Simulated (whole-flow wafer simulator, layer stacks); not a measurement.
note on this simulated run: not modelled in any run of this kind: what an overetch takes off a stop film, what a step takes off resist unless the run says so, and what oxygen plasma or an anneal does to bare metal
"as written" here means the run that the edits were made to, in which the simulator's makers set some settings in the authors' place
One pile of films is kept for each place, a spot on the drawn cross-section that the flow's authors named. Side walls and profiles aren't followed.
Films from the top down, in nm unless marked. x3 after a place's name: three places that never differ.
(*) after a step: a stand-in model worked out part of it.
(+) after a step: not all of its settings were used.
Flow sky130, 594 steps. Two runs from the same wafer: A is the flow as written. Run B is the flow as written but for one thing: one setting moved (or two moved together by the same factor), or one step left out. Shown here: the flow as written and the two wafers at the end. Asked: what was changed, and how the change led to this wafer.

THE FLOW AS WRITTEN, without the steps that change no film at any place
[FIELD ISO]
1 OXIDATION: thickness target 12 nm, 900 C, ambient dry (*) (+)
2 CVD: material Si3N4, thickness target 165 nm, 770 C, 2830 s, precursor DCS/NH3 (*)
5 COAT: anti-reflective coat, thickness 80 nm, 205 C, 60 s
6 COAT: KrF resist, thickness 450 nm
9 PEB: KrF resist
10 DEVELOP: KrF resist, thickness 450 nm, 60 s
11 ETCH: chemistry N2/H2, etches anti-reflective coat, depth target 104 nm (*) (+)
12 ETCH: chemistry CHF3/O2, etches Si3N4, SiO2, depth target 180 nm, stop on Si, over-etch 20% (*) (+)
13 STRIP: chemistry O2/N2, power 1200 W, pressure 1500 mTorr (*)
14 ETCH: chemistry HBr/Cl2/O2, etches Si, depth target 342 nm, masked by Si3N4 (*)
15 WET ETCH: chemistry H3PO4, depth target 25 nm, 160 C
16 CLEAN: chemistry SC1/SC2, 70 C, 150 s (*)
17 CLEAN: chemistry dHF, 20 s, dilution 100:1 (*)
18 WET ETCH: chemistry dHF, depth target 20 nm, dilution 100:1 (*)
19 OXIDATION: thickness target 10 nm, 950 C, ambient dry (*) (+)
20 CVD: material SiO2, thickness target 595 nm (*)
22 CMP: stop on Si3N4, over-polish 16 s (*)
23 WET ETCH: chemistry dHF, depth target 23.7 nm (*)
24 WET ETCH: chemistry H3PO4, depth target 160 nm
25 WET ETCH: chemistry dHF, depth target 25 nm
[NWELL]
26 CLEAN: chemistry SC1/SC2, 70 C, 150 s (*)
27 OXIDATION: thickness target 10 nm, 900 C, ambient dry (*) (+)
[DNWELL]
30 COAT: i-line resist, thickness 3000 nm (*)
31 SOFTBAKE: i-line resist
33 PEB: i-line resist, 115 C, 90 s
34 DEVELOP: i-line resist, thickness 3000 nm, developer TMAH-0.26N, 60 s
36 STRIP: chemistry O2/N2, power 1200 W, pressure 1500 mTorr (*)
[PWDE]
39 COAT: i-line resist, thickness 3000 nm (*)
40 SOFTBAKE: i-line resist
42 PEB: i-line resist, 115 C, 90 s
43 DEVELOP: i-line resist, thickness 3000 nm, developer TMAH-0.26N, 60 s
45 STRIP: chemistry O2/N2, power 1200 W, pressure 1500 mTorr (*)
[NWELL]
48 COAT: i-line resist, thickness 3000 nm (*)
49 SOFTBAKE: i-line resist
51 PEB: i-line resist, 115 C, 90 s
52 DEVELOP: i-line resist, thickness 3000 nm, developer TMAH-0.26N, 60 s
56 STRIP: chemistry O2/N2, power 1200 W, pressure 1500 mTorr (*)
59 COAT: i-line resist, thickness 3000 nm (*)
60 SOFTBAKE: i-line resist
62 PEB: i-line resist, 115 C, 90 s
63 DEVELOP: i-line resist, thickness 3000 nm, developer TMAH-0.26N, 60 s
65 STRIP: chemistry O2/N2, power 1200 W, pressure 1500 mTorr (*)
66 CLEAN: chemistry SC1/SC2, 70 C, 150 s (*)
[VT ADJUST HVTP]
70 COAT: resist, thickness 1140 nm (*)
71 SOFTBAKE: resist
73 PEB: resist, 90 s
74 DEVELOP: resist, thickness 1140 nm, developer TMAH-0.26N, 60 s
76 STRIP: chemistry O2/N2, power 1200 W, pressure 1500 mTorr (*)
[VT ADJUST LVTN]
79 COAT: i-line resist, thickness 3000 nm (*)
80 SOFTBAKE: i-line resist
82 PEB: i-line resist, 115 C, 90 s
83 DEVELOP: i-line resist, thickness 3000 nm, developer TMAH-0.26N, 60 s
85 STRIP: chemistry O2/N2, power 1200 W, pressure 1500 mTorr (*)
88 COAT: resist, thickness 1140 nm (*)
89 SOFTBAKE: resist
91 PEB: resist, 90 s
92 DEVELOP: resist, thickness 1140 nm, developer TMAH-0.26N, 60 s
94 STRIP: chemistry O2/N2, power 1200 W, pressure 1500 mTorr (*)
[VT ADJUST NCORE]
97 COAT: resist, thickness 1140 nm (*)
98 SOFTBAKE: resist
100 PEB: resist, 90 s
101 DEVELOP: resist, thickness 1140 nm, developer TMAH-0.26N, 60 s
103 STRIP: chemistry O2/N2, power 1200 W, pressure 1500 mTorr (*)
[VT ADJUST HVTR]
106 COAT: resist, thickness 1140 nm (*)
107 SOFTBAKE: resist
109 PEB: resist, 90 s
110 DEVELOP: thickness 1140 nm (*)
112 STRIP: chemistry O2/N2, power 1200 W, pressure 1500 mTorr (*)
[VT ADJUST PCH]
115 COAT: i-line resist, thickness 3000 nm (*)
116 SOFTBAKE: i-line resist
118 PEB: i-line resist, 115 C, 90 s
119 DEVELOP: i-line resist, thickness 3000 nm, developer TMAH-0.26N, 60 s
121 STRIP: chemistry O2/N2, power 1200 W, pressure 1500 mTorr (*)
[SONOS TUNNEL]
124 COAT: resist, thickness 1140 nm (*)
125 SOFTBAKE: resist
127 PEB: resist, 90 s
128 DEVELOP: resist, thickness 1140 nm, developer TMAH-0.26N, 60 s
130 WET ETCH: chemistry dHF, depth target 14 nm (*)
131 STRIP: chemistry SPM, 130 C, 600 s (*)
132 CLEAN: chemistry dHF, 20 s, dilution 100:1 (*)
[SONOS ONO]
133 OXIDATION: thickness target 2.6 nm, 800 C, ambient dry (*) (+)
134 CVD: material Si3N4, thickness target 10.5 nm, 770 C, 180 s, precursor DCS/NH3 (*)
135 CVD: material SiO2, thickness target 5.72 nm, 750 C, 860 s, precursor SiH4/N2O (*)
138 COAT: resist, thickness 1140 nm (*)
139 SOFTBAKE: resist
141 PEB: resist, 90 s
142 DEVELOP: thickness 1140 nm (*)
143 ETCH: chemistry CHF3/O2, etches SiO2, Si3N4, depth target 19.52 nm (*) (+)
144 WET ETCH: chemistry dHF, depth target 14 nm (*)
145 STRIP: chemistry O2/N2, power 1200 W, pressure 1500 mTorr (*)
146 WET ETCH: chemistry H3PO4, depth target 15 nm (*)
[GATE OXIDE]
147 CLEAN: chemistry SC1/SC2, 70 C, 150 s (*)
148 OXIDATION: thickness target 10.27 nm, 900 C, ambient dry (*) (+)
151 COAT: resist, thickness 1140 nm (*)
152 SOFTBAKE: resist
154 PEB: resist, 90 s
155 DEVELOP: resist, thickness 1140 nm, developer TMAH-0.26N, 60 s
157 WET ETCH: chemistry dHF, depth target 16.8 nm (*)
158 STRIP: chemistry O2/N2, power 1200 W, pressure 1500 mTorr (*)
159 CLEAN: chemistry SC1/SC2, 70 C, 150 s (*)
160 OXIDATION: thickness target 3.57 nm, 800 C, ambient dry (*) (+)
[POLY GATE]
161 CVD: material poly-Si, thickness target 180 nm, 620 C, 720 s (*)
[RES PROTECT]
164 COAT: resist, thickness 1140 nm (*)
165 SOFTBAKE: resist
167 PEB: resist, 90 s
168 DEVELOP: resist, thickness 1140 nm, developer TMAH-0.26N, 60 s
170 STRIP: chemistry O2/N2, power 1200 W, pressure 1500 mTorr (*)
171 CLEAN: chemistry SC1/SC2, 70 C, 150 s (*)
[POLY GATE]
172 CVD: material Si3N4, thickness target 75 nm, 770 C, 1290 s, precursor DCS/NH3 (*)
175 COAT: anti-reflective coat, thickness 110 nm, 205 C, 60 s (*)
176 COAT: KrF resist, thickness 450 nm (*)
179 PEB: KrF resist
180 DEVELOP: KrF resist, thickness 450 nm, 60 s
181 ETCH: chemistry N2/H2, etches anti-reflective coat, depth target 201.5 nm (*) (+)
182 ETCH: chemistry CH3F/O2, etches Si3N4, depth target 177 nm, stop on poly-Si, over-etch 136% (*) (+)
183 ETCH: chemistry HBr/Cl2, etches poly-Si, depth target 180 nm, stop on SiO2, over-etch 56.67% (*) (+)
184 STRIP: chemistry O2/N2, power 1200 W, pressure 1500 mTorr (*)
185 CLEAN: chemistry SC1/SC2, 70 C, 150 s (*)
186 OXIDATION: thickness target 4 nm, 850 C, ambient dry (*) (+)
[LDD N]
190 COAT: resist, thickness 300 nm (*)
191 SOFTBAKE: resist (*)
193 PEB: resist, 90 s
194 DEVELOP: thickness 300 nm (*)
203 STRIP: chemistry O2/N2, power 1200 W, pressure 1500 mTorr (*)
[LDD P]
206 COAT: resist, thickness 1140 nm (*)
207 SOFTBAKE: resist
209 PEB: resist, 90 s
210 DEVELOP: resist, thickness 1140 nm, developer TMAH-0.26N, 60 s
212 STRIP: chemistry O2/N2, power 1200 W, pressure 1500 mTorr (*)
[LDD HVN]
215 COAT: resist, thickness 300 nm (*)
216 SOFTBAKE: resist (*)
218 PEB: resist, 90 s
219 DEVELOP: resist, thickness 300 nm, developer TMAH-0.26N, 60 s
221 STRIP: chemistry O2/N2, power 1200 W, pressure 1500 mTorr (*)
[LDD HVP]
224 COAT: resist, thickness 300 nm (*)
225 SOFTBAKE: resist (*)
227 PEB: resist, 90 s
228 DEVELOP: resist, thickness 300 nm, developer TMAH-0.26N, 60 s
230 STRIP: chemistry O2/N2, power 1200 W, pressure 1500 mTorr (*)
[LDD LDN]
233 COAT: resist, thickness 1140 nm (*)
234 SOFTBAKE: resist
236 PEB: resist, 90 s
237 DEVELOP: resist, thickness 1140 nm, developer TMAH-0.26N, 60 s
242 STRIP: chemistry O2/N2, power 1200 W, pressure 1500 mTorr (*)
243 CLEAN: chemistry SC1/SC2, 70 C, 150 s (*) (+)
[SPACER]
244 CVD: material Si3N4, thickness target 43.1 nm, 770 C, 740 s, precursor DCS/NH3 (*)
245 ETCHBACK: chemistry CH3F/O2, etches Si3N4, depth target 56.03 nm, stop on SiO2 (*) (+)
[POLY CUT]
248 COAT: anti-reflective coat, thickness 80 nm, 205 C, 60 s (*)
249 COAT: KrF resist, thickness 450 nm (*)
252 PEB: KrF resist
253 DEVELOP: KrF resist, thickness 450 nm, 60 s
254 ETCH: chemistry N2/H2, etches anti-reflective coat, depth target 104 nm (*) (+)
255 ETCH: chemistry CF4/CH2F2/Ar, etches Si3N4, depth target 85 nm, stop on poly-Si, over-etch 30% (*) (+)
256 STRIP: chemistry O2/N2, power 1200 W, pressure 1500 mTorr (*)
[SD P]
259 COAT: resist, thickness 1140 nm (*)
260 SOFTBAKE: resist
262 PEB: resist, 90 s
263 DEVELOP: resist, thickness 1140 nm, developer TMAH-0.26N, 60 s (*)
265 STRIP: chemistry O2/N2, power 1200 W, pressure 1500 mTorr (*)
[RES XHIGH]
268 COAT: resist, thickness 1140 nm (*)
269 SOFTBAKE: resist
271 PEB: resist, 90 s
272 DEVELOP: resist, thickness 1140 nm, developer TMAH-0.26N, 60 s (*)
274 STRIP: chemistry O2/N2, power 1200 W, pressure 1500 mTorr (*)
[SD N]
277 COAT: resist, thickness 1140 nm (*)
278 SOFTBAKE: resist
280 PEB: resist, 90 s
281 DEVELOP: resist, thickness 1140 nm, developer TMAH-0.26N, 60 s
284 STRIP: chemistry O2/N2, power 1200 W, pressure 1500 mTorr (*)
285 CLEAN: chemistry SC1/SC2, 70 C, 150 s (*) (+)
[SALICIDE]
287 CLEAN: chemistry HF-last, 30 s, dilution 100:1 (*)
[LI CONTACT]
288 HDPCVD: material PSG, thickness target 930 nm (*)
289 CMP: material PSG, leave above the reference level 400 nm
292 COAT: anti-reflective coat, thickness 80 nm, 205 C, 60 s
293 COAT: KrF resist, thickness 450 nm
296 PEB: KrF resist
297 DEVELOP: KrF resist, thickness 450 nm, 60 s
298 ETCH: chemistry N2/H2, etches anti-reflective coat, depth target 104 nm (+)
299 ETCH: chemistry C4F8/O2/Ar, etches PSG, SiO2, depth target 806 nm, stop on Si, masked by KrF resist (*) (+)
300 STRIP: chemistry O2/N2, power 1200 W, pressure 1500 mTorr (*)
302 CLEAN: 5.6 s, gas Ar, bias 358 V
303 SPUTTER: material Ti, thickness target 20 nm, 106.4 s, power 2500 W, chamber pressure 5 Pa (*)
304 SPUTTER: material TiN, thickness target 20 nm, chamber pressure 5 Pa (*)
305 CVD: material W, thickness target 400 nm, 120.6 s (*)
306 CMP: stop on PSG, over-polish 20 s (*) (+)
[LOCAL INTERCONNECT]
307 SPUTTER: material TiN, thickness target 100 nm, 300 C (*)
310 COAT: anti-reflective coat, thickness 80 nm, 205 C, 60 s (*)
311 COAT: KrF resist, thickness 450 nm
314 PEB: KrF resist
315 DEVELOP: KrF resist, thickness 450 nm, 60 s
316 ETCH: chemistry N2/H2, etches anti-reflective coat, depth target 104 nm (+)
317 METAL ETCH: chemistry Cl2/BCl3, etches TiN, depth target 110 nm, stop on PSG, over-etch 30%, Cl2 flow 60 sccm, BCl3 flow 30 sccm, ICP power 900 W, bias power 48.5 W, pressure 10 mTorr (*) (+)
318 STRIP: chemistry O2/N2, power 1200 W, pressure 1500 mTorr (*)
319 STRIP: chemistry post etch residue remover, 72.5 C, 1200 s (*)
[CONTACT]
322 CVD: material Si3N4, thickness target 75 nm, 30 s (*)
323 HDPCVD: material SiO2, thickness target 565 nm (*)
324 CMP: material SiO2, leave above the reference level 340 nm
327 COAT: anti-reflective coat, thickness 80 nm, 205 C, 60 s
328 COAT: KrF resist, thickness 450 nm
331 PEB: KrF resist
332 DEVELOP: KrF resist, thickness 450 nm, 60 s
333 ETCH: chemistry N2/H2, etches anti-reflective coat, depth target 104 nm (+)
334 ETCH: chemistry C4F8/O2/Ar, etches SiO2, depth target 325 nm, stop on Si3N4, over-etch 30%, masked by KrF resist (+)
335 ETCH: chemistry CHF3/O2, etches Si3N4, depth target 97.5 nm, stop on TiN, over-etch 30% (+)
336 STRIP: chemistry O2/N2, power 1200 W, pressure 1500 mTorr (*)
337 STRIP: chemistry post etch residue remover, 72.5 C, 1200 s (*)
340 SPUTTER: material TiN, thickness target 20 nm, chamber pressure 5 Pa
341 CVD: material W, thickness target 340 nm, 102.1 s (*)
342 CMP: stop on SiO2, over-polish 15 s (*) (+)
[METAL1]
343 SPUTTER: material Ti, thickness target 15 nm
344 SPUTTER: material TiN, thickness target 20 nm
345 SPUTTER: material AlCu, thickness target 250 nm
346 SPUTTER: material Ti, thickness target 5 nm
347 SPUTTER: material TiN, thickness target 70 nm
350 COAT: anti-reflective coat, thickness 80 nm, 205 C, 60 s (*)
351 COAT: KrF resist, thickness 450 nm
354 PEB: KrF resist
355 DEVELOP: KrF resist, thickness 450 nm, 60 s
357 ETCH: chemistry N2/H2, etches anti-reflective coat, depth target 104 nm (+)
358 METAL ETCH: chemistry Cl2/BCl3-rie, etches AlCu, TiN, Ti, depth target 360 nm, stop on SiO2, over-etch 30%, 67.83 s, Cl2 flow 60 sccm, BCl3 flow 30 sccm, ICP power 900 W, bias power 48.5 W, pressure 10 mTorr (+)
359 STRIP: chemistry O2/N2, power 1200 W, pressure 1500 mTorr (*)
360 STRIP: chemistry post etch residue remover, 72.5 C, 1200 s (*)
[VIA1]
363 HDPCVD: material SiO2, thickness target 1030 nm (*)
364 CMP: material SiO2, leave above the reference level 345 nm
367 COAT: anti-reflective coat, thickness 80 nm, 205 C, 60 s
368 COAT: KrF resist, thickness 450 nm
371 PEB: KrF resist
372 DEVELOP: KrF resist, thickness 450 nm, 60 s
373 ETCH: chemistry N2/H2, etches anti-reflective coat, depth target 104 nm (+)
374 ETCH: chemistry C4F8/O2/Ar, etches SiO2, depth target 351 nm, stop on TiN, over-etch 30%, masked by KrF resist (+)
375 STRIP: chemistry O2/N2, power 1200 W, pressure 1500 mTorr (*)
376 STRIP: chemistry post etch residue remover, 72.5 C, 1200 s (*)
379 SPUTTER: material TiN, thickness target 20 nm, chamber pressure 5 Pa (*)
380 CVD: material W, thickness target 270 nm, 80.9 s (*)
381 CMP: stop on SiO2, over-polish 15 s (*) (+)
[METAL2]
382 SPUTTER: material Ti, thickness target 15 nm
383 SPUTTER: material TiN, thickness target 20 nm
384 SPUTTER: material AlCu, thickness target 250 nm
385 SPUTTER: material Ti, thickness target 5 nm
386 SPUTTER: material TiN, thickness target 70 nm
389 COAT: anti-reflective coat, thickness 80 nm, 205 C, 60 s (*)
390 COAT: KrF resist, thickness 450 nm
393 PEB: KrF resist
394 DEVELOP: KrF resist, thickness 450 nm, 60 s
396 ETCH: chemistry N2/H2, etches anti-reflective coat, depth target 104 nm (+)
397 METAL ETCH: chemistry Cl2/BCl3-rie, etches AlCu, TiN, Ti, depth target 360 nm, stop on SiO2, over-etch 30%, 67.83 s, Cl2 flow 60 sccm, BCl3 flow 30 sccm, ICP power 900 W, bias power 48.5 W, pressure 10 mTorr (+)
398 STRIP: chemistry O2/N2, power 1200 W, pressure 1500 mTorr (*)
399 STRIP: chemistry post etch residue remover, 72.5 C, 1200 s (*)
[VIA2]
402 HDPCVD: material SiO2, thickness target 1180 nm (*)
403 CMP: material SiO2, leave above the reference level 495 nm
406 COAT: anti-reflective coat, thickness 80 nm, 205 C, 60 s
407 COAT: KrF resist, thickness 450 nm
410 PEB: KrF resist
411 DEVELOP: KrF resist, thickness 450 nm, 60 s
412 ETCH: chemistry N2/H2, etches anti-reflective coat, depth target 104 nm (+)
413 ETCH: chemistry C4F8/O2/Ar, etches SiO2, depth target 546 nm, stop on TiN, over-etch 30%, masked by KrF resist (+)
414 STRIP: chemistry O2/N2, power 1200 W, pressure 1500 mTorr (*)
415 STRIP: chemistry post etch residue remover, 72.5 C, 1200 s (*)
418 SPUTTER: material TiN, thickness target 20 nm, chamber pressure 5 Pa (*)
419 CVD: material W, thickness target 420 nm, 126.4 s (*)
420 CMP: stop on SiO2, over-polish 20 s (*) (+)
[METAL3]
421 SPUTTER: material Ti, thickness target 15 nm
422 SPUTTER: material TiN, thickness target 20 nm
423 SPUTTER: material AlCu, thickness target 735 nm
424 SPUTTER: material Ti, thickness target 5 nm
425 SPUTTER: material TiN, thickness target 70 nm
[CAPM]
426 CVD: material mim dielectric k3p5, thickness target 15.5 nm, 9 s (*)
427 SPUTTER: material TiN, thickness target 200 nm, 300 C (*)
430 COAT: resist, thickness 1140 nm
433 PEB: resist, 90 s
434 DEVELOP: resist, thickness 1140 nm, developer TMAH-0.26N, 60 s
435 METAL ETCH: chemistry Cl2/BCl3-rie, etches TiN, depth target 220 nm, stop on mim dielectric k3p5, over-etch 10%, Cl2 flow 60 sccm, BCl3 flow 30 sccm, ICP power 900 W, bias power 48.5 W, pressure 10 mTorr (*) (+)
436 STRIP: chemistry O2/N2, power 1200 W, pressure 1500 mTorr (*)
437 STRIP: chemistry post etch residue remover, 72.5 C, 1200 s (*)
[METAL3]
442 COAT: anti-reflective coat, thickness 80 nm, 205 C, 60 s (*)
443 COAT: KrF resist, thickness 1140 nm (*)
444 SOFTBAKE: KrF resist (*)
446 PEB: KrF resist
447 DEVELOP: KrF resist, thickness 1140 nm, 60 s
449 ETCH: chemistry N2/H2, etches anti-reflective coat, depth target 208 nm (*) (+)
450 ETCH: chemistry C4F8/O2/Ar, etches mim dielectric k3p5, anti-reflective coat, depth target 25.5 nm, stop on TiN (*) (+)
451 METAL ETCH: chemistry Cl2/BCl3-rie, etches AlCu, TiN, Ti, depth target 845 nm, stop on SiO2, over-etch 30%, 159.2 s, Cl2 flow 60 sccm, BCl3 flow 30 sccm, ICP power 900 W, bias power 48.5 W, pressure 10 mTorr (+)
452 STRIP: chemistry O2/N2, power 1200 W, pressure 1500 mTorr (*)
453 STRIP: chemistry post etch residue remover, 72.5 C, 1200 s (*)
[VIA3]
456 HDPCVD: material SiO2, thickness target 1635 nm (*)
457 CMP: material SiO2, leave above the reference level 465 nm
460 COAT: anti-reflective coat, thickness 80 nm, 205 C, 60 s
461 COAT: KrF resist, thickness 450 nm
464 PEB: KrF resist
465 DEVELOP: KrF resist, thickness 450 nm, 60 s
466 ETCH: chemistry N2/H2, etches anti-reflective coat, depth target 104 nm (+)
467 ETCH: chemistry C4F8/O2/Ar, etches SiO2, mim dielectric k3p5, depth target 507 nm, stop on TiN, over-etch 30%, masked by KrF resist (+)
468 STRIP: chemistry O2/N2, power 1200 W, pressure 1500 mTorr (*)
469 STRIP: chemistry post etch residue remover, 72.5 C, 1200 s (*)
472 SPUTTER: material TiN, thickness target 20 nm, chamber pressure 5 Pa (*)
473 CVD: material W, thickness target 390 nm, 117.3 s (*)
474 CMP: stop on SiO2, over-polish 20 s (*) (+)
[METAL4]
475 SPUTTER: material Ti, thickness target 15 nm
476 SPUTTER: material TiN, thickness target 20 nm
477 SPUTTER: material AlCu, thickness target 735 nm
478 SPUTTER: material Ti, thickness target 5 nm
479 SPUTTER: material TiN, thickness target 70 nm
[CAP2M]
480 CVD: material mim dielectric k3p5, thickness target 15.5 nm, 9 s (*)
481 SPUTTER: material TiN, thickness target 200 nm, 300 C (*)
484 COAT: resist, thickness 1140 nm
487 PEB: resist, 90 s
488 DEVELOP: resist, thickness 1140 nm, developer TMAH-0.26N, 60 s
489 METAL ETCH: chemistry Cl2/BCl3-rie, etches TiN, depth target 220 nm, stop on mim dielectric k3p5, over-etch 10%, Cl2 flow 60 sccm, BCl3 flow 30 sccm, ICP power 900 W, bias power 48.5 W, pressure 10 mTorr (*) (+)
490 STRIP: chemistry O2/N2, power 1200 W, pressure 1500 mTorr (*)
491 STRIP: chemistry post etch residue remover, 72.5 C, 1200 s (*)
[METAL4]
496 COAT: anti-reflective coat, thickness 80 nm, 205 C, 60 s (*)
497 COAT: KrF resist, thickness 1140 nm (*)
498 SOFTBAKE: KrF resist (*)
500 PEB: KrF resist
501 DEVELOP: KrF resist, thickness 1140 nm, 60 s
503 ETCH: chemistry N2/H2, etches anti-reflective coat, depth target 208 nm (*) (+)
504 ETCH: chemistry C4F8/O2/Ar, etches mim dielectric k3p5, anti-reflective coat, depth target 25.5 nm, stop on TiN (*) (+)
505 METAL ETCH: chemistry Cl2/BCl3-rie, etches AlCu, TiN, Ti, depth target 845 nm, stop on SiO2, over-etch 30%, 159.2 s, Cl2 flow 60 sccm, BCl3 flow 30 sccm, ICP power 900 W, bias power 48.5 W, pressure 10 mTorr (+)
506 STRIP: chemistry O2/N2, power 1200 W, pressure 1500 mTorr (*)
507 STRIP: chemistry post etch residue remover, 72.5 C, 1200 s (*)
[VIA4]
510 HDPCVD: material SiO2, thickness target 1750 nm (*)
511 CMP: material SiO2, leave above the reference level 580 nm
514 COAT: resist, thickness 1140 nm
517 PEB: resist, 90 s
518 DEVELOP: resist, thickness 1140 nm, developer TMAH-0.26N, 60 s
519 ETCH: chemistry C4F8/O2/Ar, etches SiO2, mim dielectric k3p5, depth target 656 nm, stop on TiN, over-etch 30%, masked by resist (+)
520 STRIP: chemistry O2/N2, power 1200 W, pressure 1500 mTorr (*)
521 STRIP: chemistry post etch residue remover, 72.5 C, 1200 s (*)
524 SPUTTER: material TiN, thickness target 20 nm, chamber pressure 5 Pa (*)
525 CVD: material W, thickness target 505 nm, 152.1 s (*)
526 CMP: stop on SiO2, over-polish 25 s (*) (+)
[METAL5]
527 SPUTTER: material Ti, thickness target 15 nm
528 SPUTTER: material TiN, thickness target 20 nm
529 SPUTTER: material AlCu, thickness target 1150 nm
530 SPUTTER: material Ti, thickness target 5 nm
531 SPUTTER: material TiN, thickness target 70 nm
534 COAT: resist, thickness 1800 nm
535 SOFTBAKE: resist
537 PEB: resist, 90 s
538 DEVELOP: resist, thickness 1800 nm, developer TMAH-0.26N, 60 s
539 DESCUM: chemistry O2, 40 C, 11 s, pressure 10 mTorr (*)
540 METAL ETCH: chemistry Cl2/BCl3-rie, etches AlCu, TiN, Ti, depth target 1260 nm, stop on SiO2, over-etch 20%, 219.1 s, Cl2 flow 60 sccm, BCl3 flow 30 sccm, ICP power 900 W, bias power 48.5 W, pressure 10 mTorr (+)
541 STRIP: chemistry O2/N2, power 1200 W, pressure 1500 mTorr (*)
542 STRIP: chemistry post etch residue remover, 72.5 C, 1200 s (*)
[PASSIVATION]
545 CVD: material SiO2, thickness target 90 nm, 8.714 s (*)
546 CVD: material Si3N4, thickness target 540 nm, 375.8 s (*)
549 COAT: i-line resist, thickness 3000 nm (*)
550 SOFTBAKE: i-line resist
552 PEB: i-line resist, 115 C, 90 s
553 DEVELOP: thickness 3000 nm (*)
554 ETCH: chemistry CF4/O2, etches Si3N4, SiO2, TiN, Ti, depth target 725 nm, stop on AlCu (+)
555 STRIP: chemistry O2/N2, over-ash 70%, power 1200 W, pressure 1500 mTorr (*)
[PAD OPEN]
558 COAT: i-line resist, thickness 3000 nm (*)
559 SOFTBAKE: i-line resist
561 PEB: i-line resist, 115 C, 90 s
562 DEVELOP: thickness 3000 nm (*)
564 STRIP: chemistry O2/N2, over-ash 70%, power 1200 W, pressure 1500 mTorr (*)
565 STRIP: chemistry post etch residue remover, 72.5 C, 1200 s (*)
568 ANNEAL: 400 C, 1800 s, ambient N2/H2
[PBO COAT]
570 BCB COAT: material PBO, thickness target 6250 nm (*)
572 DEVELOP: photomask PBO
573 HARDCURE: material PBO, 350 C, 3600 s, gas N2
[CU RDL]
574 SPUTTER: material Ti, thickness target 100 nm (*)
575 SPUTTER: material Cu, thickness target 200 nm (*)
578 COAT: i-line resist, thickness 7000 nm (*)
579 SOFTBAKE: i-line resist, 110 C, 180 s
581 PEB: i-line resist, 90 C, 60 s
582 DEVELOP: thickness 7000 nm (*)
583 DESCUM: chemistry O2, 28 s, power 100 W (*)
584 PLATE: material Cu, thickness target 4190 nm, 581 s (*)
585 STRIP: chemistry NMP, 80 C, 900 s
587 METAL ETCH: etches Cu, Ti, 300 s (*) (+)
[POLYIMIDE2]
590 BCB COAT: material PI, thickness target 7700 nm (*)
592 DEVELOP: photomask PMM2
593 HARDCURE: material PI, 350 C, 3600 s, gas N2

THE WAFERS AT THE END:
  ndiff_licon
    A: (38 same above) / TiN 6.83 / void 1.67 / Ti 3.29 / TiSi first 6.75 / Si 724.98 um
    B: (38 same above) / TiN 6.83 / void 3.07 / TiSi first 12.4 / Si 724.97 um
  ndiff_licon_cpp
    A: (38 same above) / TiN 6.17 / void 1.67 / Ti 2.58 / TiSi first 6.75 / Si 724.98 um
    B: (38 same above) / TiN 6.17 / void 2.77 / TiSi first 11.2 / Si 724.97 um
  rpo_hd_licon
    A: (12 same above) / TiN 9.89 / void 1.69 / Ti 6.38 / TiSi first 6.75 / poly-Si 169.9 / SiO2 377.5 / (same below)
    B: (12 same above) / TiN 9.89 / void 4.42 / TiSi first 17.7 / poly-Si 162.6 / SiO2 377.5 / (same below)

The cause: step 568, ANNEAL: 453 C was run, where the flow has 400 C.

How the change led to this, step by step:
  568 ANNEAL: 400 C, 1800 s, ambient N2/H2
      ndiff_licon: A under 37 films: void +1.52 (new film), Ti -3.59, TiSi first +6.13 (new film), Si -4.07 | B under 37 films: void +3.07 (new film), TiSi first +12.4 (new film), Ti -7.24 (all of it), Si -8.21
      ndiff_licon_cpp: A under 37 films: void +1.52 (new film), Ti -3.59, TiSi first +6.13 (new film), Si -4.07 | B under 37 films: void +2.77 (new film), TiSi first +11.2 (new film), Ti -6.53 (all of it), Si -7.41
      (and at 2 more places)
Counting metal films that touch as one body, ndiff_licon has 5 bodies (between them, from the top down: SiO2 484 / mim dielectric k3p5 15.5; SiO2 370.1 / mim dielectric k3p5 15.5; SiO2 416; SiO2 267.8); the flow as written gives 6 bodies (between them, from the top down: SiO2 484 / mim dielectric k3p5 15.5; SiO2 370.1 / mim dielectric k3p5 15.5; SiO2 416; SiO2 267.8; void 1.67).
Counting metal films that touch as one body, ndiff_licon_cpp has 5 bodies (between them, from the top down: SiO2 484 / mim dielectric k3p5 15.5; SiO2 370.1 / mim dielectric k3p5 15.5; SiO2 416; SiO2 267.8); the flow as written gives 6 bodies (between them, from the top down: SiO2 484 / mim dielectric k3p5 15.5; SiO2 370.1 / mim dielectric k3p5 15.5; SiO2 416; SiO2 267.8; void 1.67).
Counting metal films that touch as one body, rpo_hd_licon has 1 body; the flow as written gives 2 bodies (between them, from the top down: void 1.69).
